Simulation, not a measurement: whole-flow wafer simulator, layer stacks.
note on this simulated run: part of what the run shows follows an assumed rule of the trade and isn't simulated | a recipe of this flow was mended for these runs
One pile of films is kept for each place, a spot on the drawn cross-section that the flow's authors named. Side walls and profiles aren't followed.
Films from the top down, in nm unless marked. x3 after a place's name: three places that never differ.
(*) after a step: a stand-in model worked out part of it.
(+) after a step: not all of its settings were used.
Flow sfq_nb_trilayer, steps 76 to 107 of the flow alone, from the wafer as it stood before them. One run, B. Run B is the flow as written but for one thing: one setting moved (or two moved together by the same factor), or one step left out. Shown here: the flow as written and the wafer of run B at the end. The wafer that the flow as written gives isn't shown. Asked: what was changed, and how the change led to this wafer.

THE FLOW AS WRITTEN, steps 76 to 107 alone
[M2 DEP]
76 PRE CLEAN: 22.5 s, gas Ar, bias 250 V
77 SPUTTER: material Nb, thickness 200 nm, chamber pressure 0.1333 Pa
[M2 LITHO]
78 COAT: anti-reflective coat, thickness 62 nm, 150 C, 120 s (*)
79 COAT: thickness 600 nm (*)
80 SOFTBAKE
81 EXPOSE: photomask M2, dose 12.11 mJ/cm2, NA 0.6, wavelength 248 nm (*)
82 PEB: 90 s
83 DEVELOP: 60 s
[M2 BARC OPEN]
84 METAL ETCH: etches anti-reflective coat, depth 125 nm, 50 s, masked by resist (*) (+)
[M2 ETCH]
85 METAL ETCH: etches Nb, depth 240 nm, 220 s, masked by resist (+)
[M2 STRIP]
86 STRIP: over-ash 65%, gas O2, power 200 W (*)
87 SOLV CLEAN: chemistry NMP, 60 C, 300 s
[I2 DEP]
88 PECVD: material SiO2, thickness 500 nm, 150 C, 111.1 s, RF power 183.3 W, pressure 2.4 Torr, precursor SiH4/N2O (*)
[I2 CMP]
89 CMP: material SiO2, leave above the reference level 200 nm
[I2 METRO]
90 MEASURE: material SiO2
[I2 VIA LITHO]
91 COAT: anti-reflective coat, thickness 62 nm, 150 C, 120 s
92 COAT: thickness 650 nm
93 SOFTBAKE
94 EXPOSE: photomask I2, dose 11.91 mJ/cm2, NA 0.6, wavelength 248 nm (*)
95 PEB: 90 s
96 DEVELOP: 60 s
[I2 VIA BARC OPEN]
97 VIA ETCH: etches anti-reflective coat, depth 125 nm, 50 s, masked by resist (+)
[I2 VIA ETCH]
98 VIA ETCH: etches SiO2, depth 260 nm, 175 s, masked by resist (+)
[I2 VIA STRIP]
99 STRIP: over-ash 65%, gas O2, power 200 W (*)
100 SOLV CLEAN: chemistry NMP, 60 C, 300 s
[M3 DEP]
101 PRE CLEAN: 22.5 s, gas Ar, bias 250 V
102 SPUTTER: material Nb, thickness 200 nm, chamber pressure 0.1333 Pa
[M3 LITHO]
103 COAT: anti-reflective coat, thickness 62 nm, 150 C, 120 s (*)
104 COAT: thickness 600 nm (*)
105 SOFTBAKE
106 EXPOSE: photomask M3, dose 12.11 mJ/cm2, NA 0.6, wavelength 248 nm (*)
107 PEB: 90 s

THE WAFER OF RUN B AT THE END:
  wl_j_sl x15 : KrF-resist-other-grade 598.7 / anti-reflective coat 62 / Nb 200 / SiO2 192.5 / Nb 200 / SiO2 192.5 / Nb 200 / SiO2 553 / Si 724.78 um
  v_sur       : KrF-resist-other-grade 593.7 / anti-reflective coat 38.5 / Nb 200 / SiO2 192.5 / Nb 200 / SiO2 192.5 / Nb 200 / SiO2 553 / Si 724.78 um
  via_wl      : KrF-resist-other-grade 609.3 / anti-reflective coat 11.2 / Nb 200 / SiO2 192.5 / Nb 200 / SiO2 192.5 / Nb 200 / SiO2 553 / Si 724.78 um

The cause: step 77, SPUTTER: material Nb, thickness 200 nm, chamber pressure 0.1333 Pa, was left out.

How the change led to this, step by step:
  78 COAT: anti-reflective coat, thickness 62 nm, 150 C, 120 s (*)
      via_sp: anti-reflective coat +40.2 (new film) (as written it would be: anti-reflective coat +41.4 (new film))
      via_v: anti-reflective coat +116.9 (new film) (as written it would be: anti-reflective coat +125.2 (new film))
      (and at 1 more place)
  79 COAT: thickness 600 nm (*)
      via_v: KrF-resist-other-grade +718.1 (new film) (as written it would be: KrF-resist-other-grade +733.8 (new film))
  85 METAL ETCH: etches Nb, depth 240 nm, 220 s, masked by resist (+)
      field_l, be, be_sur and 81 more: SiO2 -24 (as written it would be: Nb -200 (all of it), SiO2 -4)
  86 STRIP: over-ash 65%, gas O2, power 200 W (*)
      via_sp: KrF-resist-other-grade -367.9 (all of it), anti-reflective coat -40.2 (all of it) (as written it would be: KrF-resist-other-grade -365.3 (all of it), anti-reflective coat -41.4 (all of it))
      via_v: KrF-resist-other-grade -482.4 (all of it), anti-reflective coat -116.9 (all of it) (as written it would be: KrF-resist-other-grade -498 (all of it), anti-reflective coat -125.2 (all of it))
      (and at 1 more place)
  88 PECVD: material SiO2, thickness 500 nm, 150 C, 111.1 s, RF power 183.3 W, pressure 2.4 Torr, precursor SiH4/N2O (*)
      v_sur, via_wl, via_w, via_wr, via_sp, wire, wl_j_sl x15: SiO2 +500 (as written it would be: SiO2 +500 (new film))
      via_v: SiO2 +561.6 (new film) (as written it would be: SiO2 +612.8 (new film))
  89 CMP: material SiO2, leave above the reference level 200 nm
      field_l, be, be_sur and 81 more: SiO2 -468.2 (as written it would be: SiO2 -96)
      v_sur, via_wl, via_w, via_wr, via_sp, wire, wl_j_sl x15: SiO2 -492.5 (as written it would be: SiO2 -300)
      (and at 1 more place)
  98 VIA ETCH: etches SiO2, depth 260 nm, 175 s, masked by resist (+)
      via_w: SiO2 -260 (as written it would be: SiO2 -199.7 (all of it), Nb -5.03)
  101 PRE CLEAN: 22.5 s, gas Ar, bias 250 V
      via_w: SiO2 -7.5 (as written it would be: Nb -6.45)
  102 SPUTTER: material Nb, thickness 200 nm, chamber pressure 0.1333 Pa
      via_w: Nb +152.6 (new film) (as written it would be: Nb +164.5)
  103 COAT: anti-reflective coat, thickness 62 nm, 150 C, 120 s (*)
      via_wl, via_wr: anti-reflective coat +11.2 (new film) (as written it would be: anti-reflective coat +16.7 (new film))
      field_l: anti-reflective coat +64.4 (new film) (as written it would be: anti-reflective coat +67.6 (new film))
      (and at 3 more places)
  104 COAT: thickness 600 nm (*)
      via_w: KrF-resist-other-grade +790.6 (new film) (as written it would be: KrF-resist-other-grade +738.9 (new film))
Counting metal films that touch as one body, wl_j_sl x15 has 3 bodies (between them, from the top down: SiO2 192.5; SiO2 192.5); the flow as written gives 4 bodies (between them, from the top down: SiO2 192.5; SiO2 192.5; SiO2 192.5).
Counting metal films that touch as one body, v_sur has 3 bodies (between them, from the top down: SiO2 192.5; SiO2 192.5); the flow as written gives 4 bodies (between them, from the top down: SiO2 192.5; SiO2 192.5; SiO2 192.5).
Counting metal films that touch as one body, via_wl has 3 bodies (between them, from the top down: SiO2 192.5; SiO2 192.5); the flow as written gives 4 bodies (between them, from the top down: SiO2 192.5; SiO2 192.5; SiO2 192.5).
